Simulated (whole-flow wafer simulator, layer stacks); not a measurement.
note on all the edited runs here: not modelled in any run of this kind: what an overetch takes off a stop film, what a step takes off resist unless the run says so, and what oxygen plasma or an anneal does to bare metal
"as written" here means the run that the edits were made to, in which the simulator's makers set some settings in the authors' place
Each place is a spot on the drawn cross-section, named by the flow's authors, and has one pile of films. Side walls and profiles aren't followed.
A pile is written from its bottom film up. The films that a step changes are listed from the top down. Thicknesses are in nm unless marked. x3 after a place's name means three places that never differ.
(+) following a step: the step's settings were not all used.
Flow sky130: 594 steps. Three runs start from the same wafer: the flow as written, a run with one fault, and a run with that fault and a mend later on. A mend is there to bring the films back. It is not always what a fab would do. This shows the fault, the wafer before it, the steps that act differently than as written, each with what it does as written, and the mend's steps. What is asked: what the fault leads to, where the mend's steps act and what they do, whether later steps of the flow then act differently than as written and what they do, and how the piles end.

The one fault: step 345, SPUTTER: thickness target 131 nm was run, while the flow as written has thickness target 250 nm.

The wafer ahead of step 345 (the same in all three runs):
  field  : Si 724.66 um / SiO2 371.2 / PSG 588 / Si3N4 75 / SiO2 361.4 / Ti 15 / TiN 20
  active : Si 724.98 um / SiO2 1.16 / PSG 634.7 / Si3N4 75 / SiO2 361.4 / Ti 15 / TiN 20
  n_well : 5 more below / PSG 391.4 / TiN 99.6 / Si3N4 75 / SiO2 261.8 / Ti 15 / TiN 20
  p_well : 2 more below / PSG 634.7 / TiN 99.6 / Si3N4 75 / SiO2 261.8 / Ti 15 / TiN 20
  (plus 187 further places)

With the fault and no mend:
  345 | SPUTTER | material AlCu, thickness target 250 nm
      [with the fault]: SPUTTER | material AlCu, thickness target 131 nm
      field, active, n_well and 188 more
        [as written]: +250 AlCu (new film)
        [with the fault]: +131 AlCu (new film)
  Steps further on in the flow that do not act as written (not shown: 8 more steps that differ only slightly, by at most 2% or 0.5 nm, whichever is larger):
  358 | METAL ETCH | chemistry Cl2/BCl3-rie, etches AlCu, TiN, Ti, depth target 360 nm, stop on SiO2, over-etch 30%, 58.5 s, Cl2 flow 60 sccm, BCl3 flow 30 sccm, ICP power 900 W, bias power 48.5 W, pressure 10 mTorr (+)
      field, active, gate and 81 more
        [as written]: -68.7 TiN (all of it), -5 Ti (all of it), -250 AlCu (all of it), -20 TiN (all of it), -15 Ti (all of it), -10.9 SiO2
        [with the fault]: -68.7 TiN (all of it), -5 Ti (all of it), -131 AlCu (all of it), -20 TiN (all of it), -15 Ti (all of it), -22.8 SiO2
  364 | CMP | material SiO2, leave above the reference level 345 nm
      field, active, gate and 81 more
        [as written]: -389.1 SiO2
        [with the fault]: -496.2 SiO2
  By the end, the piles at field, active, n_well and 190 more depart from the flow's by more than 2% or 0.5 nm, whichever is larger.
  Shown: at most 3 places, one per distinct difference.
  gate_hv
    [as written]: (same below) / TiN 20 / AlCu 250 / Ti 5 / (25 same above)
    [with the fault]: (same below) / TiN 20 / AlCu 131 / Ti 5 / (25 same above)
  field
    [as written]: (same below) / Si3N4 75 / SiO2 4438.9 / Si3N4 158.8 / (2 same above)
    [with the fault]: (same below) / Si3N4 75 / SiO2 4319.9 / Si3N4 158.8 / (2 same above)
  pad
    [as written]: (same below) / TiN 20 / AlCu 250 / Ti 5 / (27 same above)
    [with the fault]: (same below) / TiN 20 / AlCu 131 / Ti 5 / (27 same above)

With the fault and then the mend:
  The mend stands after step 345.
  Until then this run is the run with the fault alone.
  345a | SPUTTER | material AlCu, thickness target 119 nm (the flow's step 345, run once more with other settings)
      field, active, n_well and 188 more
        +119 AlCu
  Later steps of the flow that are run all act as written at every place that is followed.
  The piles end the same as the flow's at every place that both follow.
